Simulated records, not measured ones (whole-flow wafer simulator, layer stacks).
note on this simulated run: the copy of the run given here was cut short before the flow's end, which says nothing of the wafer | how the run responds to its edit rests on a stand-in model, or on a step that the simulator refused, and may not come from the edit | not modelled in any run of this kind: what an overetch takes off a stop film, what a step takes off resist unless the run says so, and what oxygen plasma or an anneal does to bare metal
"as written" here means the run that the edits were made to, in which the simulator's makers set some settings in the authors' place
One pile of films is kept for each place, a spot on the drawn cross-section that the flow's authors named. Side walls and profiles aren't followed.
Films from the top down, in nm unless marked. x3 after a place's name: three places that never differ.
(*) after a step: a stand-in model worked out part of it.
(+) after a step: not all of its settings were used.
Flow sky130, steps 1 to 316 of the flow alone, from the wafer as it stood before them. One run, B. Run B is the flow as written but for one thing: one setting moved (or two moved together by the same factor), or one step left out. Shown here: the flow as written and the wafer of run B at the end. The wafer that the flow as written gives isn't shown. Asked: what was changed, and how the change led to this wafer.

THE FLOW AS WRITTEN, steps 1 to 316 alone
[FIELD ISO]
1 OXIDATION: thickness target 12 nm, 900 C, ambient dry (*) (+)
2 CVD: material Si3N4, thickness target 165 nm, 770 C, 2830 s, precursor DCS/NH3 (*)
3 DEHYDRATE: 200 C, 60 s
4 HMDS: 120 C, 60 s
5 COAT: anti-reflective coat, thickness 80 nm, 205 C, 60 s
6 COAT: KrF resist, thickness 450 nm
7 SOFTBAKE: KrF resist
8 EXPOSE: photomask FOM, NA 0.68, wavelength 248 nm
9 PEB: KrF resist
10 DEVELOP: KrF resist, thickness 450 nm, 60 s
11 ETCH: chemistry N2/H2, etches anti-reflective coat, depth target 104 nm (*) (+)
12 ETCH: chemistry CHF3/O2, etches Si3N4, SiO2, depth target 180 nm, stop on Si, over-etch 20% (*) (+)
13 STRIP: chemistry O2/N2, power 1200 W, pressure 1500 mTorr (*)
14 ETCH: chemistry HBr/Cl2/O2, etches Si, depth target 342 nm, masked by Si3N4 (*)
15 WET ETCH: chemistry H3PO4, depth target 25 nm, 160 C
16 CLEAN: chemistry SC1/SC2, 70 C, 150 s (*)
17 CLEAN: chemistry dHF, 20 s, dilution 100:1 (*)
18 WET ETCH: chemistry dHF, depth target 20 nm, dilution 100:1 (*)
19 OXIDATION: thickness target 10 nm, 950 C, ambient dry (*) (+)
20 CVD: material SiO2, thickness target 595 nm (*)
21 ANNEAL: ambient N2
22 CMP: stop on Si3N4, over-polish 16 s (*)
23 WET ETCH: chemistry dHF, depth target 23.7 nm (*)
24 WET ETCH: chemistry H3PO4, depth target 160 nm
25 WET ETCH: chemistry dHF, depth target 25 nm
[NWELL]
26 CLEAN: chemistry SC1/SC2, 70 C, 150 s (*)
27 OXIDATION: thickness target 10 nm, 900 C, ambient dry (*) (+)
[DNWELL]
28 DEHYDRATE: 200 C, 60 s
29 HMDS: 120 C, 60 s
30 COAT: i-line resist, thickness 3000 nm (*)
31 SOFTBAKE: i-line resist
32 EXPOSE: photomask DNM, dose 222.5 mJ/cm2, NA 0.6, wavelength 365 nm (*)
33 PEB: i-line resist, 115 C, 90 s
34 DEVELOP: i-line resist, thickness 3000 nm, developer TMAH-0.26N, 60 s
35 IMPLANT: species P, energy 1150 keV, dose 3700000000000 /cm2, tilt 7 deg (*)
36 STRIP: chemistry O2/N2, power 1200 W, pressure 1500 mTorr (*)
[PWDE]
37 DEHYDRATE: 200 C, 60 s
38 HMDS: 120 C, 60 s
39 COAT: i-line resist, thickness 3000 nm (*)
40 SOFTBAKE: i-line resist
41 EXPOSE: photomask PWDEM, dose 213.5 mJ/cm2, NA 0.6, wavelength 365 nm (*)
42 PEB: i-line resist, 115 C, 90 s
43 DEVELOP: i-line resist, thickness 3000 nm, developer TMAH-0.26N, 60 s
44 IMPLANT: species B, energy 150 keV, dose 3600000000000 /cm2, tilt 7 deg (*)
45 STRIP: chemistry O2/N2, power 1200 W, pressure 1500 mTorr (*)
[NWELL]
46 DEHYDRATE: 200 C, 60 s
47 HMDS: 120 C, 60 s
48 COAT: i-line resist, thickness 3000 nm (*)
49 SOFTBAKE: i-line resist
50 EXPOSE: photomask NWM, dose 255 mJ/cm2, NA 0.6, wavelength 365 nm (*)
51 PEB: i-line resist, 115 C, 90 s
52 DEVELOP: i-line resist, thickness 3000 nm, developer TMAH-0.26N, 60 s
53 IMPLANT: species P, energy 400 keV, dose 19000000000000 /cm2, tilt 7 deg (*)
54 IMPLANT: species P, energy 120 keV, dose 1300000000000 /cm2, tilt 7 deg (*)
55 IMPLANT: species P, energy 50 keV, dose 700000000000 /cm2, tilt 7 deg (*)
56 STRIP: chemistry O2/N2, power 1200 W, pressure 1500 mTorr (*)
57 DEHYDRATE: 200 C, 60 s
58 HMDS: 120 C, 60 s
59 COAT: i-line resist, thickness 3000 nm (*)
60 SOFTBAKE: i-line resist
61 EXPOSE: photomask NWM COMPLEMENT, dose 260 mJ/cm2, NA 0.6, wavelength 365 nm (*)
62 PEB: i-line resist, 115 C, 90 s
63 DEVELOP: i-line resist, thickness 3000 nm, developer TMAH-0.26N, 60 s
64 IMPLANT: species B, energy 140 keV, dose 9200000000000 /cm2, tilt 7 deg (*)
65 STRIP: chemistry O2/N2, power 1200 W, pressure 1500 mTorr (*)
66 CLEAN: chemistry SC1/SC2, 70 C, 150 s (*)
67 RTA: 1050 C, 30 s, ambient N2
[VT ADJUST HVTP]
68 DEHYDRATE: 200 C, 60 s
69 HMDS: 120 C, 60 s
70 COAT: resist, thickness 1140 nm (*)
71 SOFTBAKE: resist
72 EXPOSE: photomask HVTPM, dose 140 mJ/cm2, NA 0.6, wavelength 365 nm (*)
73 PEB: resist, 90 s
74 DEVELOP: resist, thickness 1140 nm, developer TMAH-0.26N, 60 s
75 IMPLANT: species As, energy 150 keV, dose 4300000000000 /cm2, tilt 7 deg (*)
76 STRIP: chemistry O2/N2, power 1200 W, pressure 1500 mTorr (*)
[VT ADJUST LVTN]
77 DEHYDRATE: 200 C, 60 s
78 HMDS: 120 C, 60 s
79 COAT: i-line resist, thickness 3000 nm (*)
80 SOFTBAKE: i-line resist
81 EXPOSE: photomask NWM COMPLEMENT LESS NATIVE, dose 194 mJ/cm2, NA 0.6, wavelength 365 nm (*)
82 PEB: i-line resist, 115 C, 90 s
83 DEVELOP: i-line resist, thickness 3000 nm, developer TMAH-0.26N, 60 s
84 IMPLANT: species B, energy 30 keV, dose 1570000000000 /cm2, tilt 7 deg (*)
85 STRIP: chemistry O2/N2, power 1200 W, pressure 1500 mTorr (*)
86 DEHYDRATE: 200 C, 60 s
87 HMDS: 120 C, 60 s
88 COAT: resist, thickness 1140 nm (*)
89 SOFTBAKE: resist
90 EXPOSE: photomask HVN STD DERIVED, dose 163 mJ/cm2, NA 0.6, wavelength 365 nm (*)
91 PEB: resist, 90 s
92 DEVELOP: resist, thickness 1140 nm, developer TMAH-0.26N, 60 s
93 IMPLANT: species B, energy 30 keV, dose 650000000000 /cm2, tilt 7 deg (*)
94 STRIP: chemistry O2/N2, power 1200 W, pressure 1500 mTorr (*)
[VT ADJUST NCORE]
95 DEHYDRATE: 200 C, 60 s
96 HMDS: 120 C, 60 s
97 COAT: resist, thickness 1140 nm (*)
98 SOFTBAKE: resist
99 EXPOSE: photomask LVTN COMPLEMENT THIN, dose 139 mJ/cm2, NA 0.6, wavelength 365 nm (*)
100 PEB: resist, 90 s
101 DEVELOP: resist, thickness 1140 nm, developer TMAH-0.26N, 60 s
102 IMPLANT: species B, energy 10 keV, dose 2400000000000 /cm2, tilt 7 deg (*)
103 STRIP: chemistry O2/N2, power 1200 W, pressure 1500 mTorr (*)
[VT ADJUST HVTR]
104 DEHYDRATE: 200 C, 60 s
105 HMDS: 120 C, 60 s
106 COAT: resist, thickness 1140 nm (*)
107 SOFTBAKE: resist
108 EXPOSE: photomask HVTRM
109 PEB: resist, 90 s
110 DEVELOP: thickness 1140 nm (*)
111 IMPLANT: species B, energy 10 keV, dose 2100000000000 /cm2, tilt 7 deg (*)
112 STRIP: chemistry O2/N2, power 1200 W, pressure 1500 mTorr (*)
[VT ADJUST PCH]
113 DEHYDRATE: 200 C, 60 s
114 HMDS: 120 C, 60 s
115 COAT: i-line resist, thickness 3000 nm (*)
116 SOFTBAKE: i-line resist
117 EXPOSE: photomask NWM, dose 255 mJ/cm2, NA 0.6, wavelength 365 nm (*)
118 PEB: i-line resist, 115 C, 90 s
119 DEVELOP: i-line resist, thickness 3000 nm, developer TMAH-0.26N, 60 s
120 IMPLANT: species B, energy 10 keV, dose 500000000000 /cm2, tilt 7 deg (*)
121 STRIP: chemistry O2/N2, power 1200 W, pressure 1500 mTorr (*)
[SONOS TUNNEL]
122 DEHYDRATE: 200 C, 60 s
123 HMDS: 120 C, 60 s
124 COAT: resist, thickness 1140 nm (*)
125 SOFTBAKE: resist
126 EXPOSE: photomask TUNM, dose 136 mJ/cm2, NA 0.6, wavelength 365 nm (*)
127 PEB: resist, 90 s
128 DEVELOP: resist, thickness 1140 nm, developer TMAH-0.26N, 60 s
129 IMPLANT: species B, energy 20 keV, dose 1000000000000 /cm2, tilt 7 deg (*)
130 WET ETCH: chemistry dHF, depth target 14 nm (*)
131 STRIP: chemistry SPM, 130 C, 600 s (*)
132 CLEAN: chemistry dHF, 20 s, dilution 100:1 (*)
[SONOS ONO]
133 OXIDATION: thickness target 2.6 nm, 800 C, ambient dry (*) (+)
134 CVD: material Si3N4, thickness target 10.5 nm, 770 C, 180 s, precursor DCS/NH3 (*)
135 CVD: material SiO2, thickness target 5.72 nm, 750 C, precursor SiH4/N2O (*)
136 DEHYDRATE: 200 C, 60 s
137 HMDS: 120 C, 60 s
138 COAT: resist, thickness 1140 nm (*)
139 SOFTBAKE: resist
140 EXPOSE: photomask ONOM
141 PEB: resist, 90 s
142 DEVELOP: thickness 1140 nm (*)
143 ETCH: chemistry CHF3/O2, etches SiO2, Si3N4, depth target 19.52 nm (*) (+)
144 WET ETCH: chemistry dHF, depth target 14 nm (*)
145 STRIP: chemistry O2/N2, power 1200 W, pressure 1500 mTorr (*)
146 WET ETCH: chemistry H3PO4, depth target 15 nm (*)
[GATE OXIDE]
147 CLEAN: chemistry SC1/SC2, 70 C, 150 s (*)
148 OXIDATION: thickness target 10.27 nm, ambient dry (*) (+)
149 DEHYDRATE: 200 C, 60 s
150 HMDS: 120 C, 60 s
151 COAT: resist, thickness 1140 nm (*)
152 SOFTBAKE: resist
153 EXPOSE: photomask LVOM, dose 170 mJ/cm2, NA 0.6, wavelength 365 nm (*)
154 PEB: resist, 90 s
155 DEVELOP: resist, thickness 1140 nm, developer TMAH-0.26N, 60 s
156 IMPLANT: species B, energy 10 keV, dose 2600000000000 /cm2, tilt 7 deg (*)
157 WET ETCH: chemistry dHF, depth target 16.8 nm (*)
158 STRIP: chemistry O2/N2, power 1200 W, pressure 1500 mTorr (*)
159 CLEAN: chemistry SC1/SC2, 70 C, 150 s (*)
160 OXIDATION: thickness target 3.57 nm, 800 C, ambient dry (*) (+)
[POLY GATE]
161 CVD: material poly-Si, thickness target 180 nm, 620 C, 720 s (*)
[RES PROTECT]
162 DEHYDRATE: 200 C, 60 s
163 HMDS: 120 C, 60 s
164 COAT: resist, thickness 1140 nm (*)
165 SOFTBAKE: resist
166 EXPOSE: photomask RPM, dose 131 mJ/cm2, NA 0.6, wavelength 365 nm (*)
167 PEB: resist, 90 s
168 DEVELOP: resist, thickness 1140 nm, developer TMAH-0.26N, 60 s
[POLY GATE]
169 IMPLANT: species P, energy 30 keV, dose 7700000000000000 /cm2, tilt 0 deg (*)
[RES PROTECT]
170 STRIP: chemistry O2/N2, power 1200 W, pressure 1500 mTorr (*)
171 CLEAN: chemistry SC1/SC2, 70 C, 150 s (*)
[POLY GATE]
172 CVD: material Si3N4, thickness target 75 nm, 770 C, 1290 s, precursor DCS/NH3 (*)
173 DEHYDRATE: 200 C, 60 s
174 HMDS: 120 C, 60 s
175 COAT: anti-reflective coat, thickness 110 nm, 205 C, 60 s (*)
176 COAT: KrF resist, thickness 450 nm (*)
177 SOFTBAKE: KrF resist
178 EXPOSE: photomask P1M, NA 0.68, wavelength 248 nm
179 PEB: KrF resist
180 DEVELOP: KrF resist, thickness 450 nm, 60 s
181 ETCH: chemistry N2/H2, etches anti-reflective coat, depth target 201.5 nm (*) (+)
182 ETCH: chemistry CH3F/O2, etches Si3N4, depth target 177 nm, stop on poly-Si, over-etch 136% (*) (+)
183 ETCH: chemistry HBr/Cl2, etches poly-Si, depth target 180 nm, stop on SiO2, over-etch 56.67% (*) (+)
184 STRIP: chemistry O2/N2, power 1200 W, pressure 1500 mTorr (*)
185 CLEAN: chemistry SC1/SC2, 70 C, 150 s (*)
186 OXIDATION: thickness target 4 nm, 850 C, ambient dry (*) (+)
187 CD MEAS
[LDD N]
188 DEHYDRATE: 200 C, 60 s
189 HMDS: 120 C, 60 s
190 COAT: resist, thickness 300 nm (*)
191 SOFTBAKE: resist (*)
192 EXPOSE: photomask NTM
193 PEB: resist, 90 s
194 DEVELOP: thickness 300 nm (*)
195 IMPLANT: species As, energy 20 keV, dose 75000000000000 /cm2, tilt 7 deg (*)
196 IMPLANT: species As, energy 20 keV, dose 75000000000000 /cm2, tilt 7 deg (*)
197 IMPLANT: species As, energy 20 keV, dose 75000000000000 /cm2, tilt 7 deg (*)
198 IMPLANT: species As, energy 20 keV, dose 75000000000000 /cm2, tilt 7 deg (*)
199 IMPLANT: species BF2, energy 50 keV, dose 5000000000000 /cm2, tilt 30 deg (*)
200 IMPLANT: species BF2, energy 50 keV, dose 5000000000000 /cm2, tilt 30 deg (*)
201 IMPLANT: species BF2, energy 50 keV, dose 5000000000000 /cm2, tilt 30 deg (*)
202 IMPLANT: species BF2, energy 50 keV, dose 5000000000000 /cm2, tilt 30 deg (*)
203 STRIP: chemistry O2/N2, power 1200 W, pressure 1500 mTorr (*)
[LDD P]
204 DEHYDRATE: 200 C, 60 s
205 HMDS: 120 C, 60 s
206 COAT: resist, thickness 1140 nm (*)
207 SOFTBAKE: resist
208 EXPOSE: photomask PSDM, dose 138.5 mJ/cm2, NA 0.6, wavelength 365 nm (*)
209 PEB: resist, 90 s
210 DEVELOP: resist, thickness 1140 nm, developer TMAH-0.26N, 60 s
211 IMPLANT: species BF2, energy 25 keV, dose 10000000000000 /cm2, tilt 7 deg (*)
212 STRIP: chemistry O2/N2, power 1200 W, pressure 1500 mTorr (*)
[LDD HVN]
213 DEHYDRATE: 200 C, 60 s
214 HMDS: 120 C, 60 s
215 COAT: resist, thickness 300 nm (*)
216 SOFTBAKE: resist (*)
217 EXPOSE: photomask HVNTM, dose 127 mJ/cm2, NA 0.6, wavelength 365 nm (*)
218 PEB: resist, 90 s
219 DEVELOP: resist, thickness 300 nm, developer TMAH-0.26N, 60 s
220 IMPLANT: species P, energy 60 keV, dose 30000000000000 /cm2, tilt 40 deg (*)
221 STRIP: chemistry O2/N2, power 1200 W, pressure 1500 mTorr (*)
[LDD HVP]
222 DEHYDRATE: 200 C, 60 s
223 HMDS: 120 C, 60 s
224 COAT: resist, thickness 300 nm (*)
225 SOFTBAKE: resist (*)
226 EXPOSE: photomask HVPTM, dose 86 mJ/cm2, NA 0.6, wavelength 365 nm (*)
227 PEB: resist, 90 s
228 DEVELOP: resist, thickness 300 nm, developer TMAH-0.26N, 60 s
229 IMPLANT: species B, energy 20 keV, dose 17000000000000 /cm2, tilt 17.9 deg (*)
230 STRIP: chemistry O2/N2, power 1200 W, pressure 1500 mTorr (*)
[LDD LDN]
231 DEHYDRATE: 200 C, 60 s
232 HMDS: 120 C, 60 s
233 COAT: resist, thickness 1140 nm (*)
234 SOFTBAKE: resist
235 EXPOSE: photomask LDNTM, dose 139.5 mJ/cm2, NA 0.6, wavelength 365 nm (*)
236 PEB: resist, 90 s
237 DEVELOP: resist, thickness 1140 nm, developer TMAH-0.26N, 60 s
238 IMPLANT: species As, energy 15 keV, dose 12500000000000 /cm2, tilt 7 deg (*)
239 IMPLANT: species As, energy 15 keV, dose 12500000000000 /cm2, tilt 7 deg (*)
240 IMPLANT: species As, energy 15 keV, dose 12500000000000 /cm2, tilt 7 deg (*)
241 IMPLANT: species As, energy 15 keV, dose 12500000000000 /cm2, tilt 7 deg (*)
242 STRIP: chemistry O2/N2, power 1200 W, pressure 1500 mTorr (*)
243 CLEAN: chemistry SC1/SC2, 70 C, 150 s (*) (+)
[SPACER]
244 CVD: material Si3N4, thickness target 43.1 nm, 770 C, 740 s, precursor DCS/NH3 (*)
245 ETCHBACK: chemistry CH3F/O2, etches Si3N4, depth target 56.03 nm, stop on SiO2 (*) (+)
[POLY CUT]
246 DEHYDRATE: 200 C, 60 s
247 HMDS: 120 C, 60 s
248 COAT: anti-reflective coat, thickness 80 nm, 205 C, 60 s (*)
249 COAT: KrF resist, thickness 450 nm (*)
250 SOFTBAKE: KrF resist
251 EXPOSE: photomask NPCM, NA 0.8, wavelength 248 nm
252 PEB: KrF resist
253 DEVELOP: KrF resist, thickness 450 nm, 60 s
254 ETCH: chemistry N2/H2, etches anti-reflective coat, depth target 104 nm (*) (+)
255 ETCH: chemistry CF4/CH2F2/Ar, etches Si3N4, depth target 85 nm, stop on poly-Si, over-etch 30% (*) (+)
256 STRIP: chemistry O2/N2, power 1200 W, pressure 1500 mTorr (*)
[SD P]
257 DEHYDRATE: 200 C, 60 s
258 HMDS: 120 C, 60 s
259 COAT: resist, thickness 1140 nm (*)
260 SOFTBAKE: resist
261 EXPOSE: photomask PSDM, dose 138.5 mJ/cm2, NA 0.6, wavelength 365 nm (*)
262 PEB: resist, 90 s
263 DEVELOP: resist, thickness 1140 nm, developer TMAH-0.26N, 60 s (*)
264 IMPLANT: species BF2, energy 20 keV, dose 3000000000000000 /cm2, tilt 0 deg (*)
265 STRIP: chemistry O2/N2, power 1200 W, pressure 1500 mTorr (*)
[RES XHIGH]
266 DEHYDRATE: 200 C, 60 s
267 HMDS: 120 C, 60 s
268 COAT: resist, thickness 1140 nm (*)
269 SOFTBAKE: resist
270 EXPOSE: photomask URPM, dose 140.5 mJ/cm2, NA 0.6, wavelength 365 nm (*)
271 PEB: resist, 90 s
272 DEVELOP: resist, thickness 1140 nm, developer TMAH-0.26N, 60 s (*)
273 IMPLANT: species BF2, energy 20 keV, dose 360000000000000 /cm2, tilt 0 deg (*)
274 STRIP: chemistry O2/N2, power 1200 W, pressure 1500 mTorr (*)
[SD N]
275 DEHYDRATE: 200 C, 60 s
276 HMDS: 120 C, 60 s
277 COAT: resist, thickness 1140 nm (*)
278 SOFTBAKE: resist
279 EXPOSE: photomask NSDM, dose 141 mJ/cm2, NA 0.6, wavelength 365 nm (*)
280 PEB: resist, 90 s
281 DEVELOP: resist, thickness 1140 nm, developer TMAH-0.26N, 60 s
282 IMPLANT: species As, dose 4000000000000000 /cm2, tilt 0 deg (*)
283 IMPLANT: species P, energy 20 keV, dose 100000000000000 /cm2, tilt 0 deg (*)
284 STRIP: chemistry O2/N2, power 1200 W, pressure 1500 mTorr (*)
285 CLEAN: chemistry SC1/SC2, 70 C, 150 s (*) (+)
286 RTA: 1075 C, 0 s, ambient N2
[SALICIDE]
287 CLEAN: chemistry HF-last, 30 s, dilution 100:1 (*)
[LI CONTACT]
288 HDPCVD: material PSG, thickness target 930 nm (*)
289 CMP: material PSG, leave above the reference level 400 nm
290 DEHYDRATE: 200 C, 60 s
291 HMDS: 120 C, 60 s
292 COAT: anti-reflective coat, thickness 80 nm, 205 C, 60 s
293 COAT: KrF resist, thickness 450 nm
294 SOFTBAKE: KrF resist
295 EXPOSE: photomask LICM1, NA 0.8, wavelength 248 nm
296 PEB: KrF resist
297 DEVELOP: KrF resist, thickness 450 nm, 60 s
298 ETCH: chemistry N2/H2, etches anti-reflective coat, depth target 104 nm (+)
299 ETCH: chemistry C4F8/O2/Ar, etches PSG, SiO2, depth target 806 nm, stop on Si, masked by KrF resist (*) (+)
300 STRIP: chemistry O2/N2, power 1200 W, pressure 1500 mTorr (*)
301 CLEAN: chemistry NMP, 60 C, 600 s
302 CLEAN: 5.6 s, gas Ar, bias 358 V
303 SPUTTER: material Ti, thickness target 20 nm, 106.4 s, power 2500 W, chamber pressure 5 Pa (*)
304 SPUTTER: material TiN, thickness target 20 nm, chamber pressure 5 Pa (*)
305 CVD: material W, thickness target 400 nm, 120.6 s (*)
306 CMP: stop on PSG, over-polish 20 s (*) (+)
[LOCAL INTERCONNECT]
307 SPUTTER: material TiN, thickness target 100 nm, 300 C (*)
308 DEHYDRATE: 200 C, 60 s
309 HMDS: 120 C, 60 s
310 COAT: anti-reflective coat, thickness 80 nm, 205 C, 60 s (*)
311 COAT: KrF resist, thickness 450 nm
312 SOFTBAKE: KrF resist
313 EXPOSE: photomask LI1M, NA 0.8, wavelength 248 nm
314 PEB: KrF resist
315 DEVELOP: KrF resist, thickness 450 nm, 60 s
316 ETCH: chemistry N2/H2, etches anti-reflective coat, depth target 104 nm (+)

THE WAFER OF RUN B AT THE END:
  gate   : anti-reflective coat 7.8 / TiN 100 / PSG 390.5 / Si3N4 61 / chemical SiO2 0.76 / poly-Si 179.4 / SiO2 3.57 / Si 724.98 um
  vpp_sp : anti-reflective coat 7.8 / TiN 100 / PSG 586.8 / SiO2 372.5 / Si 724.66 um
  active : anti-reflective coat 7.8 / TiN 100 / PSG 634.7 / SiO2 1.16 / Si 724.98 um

The cause: step 316, ETCH: depth target 72.2 nm was run, where the flow has depth target 104 nm.

How the change led to this, step by step:
  316 ETCH: chemistry N2/H2, etches anti-reflective coat, depth target 104 nm (+)
      field, active, gate and 87 more: anti-reflective coat -72.2 (as written it would be: anti-reflective coat -80 (all of it), TiN -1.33)
      rpo_hd: anti-reflective coat -72.2 (as written it would be: anti-reflective coat -80 (all of it), TiN -1.34)
      (and at 100 more places)
